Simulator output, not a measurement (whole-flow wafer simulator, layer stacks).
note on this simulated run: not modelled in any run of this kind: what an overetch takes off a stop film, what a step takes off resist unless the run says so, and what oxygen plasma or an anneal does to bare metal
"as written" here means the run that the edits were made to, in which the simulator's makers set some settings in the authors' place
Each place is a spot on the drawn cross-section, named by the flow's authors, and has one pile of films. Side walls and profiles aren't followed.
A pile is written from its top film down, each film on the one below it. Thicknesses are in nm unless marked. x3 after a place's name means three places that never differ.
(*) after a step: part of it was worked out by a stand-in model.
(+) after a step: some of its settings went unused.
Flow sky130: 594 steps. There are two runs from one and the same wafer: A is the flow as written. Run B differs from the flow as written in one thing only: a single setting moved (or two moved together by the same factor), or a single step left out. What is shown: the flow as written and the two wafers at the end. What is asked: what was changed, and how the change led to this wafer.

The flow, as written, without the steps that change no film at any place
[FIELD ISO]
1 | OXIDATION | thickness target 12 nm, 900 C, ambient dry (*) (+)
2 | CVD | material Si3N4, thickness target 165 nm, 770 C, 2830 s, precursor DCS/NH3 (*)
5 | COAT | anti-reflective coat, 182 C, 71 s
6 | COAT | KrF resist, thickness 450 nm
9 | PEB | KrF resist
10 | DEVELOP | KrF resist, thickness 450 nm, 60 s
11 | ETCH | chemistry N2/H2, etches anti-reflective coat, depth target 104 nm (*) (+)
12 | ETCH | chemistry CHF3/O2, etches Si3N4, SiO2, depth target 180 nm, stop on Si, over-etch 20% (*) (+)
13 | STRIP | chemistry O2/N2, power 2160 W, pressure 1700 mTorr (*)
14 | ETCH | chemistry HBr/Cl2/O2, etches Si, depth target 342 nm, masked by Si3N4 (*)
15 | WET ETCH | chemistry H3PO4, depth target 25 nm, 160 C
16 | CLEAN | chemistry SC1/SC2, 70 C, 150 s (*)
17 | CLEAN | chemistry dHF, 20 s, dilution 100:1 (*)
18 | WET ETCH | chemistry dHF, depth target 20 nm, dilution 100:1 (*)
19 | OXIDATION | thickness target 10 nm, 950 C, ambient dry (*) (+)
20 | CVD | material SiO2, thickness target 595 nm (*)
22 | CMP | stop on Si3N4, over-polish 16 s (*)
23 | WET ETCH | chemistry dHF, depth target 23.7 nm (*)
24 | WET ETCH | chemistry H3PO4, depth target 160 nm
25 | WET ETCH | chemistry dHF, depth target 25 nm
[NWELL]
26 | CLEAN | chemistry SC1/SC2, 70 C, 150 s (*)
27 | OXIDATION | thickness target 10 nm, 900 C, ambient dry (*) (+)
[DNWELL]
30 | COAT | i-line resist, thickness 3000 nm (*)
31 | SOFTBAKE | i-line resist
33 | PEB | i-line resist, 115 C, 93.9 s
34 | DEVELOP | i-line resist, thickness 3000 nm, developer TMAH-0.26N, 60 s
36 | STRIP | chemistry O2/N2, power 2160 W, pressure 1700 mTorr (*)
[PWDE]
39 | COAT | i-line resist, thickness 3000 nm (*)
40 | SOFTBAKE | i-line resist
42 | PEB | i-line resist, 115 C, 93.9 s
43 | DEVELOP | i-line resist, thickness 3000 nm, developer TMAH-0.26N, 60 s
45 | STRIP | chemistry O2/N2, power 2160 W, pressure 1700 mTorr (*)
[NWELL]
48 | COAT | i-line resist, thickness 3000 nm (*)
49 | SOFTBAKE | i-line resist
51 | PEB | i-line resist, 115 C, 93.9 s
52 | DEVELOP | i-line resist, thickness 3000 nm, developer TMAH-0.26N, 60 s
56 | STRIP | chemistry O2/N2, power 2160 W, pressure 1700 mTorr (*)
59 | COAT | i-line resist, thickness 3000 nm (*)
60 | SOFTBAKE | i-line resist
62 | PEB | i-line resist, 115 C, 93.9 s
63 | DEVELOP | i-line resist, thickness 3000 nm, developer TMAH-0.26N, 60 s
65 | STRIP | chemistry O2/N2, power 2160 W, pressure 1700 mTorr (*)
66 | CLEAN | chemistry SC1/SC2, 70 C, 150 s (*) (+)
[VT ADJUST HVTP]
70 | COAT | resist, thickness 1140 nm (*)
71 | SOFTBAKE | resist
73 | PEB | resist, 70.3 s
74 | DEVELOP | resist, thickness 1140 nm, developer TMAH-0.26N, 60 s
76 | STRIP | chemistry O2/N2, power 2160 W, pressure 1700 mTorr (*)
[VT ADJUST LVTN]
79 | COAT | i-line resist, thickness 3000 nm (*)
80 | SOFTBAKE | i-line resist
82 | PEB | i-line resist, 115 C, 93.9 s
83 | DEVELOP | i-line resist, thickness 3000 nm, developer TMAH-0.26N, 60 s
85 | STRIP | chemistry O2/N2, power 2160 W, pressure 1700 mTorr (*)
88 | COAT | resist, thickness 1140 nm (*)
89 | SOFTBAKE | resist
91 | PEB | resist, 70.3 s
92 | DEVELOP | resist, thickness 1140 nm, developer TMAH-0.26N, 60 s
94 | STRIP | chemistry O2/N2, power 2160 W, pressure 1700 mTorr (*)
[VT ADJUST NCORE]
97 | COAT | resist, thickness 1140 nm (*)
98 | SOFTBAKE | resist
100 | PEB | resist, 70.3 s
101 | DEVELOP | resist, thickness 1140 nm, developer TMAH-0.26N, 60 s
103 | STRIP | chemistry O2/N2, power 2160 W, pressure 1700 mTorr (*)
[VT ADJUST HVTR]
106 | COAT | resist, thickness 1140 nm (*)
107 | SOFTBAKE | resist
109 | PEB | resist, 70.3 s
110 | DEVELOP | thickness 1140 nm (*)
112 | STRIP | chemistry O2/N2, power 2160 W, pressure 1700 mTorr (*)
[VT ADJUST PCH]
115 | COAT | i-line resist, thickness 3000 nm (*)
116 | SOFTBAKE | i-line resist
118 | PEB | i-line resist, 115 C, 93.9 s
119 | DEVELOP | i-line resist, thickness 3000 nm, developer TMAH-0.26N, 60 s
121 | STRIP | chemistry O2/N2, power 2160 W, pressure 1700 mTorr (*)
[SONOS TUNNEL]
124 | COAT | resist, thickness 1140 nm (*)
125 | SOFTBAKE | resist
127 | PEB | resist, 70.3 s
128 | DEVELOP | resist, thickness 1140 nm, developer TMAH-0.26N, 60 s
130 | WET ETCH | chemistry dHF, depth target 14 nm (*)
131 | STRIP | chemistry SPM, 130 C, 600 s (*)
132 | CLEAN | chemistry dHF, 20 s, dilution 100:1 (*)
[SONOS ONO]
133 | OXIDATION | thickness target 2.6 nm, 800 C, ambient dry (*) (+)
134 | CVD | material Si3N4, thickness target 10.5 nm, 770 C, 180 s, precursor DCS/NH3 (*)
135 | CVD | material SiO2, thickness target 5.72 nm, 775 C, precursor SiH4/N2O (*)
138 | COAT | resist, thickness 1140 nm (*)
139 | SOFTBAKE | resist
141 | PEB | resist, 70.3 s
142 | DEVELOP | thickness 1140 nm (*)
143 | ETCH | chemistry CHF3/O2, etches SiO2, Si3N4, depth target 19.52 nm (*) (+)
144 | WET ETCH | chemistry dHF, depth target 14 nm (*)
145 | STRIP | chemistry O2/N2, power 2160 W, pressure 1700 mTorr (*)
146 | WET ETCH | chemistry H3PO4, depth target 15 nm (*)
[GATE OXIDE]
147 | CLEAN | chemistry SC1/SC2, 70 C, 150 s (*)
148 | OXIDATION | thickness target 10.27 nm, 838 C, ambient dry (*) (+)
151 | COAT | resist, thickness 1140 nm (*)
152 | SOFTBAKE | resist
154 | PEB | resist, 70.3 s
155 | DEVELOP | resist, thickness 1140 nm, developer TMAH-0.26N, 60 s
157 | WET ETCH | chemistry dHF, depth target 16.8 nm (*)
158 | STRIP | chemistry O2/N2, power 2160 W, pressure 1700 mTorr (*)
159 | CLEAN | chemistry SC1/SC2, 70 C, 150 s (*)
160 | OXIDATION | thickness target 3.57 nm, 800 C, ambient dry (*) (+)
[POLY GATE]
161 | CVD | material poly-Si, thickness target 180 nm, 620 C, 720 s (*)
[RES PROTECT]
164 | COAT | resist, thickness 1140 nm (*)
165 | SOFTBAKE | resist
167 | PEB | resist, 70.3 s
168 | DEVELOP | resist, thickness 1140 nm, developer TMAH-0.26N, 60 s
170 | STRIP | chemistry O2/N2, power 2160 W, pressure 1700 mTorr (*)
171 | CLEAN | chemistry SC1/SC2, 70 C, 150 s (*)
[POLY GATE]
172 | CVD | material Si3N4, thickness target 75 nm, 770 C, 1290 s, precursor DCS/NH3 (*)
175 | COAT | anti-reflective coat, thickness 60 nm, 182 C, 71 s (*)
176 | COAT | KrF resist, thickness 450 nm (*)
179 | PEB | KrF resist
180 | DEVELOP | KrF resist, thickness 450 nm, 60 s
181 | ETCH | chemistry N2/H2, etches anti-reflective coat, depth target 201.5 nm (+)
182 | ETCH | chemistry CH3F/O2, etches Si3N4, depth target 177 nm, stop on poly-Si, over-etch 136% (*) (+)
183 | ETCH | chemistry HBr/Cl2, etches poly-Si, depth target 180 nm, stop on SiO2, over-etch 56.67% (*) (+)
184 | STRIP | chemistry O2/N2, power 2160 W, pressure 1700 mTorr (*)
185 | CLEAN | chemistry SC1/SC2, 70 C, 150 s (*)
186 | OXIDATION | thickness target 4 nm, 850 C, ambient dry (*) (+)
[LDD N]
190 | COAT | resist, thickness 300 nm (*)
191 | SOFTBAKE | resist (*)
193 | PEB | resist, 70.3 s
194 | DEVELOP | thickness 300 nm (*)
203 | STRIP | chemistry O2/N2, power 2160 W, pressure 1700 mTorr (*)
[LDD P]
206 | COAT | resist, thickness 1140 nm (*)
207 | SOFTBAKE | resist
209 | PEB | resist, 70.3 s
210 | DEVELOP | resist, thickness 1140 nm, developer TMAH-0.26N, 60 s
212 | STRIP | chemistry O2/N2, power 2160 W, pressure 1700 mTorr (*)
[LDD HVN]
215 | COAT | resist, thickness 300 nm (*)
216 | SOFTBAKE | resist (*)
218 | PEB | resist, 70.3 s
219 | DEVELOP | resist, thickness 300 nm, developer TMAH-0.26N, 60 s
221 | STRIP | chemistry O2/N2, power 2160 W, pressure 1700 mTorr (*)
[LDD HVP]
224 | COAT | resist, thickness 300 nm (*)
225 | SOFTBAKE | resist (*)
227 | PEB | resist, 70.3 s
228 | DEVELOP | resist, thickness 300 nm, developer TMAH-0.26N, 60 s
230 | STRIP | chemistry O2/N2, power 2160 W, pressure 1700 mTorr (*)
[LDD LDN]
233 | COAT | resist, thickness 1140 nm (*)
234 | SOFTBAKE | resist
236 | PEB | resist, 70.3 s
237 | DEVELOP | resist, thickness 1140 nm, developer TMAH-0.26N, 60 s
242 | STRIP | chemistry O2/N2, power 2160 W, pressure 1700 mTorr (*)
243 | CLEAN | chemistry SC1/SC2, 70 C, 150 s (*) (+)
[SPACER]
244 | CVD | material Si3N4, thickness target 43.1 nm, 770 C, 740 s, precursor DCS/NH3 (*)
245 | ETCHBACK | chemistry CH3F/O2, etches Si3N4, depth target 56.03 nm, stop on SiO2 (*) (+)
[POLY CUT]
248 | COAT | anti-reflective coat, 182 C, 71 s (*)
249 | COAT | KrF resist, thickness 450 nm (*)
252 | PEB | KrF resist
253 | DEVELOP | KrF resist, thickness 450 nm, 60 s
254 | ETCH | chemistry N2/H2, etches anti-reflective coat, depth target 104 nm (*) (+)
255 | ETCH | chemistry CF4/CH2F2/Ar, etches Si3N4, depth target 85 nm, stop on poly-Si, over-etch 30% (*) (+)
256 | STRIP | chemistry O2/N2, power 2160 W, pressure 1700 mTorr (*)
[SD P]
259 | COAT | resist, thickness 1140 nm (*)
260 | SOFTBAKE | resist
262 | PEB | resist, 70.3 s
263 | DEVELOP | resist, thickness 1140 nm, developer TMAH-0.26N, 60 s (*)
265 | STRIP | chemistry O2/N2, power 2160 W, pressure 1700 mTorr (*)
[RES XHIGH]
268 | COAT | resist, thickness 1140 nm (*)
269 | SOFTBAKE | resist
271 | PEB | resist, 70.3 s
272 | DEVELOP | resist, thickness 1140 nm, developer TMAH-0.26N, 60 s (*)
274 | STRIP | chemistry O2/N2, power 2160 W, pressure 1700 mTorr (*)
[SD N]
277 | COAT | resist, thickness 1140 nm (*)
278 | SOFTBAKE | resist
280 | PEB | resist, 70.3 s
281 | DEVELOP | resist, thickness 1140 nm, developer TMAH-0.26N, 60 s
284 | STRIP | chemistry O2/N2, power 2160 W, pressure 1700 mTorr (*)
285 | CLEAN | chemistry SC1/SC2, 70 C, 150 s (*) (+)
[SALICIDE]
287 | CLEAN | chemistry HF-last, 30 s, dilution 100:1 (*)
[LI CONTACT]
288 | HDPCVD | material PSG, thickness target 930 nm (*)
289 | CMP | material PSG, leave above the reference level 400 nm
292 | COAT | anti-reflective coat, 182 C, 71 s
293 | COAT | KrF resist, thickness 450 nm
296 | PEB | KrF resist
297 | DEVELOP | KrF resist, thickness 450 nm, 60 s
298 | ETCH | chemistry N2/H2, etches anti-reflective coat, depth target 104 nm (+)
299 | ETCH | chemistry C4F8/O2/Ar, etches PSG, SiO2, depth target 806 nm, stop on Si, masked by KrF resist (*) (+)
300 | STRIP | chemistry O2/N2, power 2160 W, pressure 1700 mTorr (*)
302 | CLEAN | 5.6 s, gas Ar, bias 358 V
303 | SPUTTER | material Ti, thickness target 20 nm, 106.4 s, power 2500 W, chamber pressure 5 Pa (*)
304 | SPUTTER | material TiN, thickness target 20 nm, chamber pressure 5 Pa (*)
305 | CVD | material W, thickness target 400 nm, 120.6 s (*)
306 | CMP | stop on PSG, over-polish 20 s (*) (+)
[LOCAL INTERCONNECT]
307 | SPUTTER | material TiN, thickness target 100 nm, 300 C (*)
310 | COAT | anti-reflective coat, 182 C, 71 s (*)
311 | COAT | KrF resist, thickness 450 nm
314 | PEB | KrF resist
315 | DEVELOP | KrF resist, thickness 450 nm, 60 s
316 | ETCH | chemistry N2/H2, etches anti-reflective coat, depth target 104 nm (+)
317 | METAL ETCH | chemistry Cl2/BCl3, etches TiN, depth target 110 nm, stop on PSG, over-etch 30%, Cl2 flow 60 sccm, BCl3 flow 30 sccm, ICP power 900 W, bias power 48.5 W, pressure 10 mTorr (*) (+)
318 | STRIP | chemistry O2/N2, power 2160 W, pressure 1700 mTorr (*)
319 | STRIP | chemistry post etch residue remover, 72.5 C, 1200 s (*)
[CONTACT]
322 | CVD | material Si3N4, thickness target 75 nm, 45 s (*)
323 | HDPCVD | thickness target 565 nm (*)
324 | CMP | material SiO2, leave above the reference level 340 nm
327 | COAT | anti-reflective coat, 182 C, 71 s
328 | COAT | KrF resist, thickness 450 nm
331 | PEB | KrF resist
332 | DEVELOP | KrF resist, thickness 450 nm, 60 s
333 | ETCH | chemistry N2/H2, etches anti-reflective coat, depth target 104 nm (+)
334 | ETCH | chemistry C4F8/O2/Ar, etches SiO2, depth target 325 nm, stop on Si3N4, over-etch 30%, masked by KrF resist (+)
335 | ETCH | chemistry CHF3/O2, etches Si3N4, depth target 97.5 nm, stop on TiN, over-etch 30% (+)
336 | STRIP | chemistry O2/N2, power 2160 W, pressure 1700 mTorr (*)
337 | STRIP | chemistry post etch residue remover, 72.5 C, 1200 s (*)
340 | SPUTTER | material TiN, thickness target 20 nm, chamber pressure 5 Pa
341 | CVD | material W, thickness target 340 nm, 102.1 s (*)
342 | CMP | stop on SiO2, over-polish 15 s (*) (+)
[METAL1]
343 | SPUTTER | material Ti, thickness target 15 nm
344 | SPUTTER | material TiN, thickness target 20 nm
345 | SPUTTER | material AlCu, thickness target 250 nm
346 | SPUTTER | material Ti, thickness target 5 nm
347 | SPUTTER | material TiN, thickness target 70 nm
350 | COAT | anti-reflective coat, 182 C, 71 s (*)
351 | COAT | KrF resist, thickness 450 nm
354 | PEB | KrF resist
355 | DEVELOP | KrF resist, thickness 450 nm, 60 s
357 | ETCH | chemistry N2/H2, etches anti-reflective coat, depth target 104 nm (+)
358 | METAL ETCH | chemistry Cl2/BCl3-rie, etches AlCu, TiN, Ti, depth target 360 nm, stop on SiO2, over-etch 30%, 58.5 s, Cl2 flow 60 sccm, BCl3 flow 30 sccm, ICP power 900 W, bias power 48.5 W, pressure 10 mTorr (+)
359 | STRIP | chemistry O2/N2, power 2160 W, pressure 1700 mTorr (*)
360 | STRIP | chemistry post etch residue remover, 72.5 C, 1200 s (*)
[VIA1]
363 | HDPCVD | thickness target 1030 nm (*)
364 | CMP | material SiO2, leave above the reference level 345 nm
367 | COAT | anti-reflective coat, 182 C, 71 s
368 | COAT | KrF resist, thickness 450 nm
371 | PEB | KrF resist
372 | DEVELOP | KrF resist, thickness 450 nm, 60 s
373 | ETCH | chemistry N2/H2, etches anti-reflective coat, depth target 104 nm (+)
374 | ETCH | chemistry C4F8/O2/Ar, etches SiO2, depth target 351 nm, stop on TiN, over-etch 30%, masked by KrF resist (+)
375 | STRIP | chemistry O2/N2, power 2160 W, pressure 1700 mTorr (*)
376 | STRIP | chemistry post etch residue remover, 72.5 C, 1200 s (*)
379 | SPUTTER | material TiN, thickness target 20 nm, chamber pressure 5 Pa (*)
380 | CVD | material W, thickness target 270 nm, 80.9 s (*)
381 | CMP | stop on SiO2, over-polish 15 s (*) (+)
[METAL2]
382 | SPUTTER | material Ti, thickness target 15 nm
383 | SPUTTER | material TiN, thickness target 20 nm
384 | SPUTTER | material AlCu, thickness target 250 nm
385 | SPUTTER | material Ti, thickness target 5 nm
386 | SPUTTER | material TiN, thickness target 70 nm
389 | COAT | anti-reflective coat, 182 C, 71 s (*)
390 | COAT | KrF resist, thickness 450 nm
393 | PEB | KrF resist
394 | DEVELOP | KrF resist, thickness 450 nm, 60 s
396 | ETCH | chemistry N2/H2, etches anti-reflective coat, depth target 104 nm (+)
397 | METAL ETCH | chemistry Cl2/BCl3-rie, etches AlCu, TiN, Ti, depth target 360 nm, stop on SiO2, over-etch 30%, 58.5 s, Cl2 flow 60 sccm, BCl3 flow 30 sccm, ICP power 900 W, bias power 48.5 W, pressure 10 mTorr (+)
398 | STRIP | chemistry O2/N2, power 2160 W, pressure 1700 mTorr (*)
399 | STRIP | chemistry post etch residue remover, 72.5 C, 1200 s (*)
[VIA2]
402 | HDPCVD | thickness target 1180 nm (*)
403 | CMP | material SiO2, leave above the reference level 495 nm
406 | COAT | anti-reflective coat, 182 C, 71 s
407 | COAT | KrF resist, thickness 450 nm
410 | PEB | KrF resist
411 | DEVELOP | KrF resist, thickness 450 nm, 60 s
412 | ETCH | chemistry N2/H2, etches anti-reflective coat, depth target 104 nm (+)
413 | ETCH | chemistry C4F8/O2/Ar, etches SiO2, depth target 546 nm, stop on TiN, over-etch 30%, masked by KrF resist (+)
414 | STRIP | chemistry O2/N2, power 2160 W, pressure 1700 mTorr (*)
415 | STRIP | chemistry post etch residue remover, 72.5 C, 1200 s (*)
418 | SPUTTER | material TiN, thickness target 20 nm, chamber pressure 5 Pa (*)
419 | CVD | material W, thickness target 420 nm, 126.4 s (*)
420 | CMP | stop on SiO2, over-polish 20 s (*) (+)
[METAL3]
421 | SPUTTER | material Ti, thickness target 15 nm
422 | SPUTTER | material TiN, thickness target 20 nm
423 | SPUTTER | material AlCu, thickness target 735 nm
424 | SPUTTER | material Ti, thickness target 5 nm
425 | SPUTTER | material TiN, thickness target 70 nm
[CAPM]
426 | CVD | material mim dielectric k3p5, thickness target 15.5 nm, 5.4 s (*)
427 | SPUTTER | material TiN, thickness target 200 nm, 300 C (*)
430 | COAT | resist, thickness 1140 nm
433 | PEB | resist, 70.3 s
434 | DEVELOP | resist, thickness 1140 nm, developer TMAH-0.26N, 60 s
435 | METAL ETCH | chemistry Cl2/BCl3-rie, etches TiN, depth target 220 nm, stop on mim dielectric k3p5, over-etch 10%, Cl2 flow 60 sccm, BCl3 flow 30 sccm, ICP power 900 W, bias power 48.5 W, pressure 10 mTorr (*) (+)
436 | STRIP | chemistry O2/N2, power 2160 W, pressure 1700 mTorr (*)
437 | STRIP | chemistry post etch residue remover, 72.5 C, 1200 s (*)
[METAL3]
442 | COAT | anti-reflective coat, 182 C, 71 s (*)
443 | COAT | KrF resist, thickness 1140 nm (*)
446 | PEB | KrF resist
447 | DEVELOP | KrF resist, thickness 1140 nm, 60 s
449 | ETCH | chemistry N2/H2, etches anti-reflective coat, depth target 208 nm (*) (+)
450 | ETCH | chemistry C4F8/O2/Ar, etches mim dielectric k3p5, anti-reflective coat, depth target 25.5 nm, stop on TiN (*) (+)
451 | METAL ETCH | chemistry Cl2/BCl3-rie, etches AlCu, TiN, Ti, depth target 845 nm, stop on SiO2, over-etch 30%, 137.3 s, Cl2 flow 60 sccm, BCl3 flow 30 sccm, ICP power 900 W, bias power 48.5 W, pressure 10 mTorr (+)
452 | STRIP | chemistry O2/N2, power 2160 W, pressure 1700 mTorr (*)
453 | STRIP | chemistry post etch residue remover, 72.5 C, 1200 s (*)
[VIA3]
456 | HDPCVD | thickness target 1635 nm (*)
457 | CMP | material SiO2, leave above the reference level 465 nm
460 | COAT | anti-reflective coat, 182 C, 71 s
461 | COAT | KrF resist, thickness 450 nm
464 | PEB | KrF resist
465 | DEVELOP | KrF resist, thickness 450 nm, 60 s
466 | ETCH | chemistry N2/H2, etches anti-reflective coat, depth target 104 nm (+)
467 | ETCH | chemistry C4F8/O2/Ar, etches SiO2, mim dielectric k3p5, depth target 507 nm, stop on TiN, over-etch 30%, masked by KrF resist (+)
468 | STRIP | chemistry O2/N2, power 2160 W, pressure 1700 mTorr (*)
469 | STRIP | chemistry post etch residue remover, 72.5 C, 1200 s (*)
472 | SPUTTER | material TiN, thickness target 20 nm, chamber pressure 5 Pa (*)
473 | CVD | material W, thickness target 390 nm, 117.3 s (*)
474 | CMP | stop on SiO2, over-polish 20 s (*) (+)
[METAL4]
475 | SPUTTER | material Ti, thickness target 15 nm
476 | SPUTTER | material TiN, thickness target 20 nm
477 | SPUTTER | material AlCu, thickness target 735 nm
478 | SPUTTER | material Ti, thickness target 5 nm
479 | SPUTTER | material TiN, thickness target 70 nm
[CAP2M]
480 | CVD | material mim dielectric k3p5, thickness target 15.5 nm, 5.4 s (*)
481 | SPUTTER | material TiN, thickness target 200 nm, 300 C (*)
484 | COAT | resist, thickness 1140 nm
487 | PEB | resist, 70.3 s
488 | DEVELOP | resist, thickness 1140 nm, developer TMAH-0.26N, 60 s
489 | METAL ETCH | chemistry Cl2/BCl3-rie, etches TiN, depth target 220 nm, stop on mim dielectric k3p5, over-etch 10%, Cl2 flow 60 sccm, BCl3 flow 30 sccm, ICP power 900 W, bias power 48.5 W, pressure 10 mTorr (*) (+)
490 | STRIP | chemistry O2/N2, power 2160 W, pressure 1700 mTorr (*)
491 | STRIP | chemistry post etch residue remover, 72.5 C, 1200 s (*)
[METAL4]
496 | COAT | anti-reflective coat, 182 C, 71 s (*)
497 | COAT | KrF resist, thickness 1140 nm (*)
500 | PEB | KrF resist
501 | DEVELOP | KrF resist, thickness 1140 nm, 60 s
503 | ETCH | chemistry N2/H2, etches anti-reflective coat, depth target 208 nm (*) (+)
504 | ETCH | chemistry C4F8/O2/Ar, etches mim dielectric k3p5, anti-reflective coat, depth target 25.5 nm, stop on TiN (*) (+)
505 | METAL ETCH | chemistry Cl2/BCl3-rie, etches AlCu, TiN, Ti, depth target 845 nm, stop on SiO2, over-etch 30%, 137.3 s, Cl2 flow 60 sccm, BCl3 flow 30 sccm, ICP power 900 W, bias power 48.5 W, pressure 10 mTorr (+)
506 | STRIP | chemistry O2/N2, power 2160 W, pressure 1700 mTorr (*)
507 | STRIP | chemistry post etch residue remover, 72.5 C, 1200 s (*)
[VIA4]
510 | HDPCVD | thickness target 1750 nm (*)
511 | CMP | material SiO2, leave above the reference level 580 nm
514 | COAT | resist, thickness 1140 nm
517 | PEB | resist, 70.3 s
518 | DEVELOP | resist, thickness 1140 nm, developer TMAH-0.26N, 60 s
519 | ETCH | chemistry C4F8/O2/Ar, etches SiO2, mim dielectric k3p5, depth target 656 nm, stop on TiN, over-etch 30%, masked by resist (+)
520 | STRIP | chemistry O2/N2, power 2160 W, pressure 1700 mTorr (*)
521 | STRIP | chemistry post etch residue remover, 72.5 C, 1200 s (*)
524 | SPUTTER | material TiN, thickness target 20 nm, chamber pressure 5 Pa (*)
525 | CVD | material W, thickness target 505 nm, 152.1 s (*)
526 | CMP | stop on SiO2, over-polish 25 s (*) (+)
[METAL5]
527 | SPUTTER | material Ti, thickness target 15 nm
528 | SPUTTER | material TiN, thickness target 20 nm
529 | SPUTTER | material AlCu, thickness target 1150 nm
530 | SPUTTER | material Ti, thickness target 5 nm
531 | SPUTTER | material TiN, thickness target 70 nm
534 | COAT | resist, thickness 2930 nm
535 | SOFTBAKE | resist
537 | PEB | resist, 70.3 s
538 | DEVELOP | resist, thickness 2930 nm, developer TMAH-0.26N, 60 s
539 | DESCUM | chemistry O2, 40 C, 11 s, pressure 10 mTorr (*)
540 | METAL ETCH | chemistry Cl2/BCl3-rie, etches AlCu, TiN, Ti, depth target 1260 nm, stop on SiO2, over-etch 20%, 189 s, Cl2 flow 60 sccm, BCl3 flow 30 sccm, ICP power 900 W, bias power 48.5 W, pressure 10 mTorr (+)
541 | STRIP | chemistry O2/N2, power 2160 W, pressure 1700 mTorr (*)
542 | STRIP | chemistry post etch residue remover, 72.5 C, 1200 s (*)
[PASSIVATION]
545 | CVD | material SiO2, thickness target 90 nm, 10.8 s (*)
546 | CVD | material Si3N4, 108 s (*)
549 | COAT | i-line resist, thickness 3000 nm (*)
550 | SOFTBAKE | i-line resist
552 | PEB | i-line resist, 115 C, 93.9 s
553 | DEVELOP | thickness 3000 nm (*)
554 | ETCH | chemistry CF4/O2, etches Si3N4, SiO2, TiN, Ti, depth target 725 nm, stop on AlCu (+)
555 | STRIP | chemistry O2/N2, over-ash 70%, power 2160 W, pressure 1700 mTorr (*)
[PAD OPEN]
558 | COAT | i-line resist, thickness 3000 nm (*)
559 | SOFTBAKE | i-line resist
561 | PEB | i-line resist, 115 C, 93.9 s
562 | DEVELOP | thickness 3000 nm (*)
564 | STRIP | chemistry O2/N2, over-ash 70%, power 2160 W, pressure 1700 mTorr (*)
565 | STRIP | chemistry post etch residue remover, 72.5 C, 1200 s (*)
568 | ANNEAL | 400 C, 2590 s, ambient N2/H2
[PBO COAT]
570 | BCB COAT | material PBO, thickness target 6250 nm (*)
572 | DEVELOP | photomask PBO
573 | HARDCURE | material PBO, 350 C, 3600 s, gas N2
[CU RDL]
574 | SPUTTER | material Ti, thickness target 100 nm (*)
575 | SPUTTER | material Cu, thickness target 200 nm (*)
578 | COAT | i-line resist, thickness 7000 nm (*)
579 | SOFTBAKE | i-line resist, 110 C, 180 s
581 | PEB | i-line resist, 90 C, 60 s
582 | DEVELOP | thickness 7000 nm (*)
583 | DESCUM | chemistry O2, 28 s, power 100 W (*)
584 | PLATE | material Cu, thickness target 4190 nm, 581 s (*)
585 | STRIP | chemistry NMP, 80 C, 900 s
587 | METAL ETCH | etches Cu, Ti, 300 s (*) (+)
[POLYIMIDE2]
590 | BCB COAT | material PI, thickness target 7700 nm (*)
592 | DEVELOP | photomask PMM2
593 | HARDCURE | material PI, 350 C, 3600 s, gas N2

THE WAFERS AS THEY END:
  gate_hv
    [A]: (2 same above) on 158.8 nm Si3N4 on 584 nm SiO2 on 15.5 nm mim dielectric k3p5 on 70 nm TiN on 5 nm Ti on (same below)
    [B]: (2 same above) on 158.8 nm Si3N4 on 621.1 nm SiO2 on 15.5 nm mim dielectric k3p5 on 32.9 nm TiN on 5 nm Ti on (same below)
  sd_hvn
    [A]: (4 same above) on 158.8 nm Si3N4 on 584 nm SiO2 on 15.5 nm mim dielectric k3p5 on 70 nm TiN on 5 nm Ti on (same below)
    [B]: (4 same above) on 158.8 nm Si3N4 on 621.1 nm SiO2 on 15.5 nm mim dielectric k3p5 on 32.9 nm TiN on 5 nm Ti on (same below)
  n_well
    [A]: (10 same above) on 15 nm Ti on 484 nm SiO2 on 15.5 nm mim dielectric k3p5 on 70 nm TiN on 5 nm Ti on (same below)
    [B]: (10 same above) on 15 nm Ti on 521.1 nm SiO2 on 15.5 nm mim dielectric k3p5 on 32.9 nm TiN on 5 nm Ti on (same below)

The reason: step 479, SPUTTER: thickness target 32.9 nm was run, while the flow as written has thickness target 70 nm.
The wafer itself shows it: gate_hv has TiN 32.9, and step 479 as written asks for 70 nm.

How this came from the change, step by step:
  479 | SPUTTER | material TiN, thickness target 70 nm
      field, active, n_well and 189 more: A +70 TiN (new film) | B +32.9 TiN (new film)
  505 | METAL ETCH | chemistry Cl2/BCl3-rie, etches AlCu, TiN, Ti, depth target 845 nm, stop on SiO2, over-etch 30%, 137.3 s, Cl2 flow 60 sccm, BCl3 flow 30 sccm, ICP power 900 W, bias power 48.5 W, pressure 10 mTorr (+)
      field, gate, spacer and 68 more: A -70 TiN (all of it), -5 Ti (all of it), -735 AlCu (all of it), -20 TiN (all of it), -15 Ti (all of it), -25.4 SiO2 | B -32.9 TiN (all of it), -5 Ti (all of it), -735 AlCu (all of it), -20 TiN (all of it), -15 Ti (all of it), -29.1 SiO2
      active, vpp_iso1, mim_edge_plate and 14 more: A -70 TiN (all of it), -5 Ti (all of it), -735 AlCu (all of it), -20 TiN (all of it), -15 Ti (all of it), -25.3 SiO2 | B -32.9 TiN (all of it), -5 Ti (all of it), -735 AlCu (all of it), -20 TiN (all of it), -15 Ti (all of it), -29.1 SiO2
  511 | CMP | material SiO2, leave above the reference level 580 nm
      n_well, p_well, gate_hv and 99 more: A -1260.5 SiO2 | B -1223.4 SiO2
      m1, via3_hole: A -1259.9 SiO2 | B -1222.8 SiO2
      (as well as at 1 more place)
  519 | ETCH | chemistry C4F8/O2/Ar, etches SiO2, mim dielectric k3p5, depth target 656 nm, stop on TiN, over-etch 30%, masked by resist (+)
      m1: A -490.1 SiO2 (all of it), -15.5 mim dielectric k3p5 (all of it) | B -527.2 SiO2 (all of it), -15.5 mim dielectric k3p5 (all of it)
      via4_hole: A -489.5 SiO2 (all of it), -15.5 mim dielectric k3p5 (all of it) | B -526.6 SiO2 (all of it), -15.5 mim dielectric k3p5 (all of it)
  525 | CVD | material W, thickness target 505 nm, 152.1 s (*)
      m1: A +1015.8 W (new film) | B +1053.1 W (new film)
      via4_hole: A +1015.2 W (new film) | B +1052.5 W (new film)
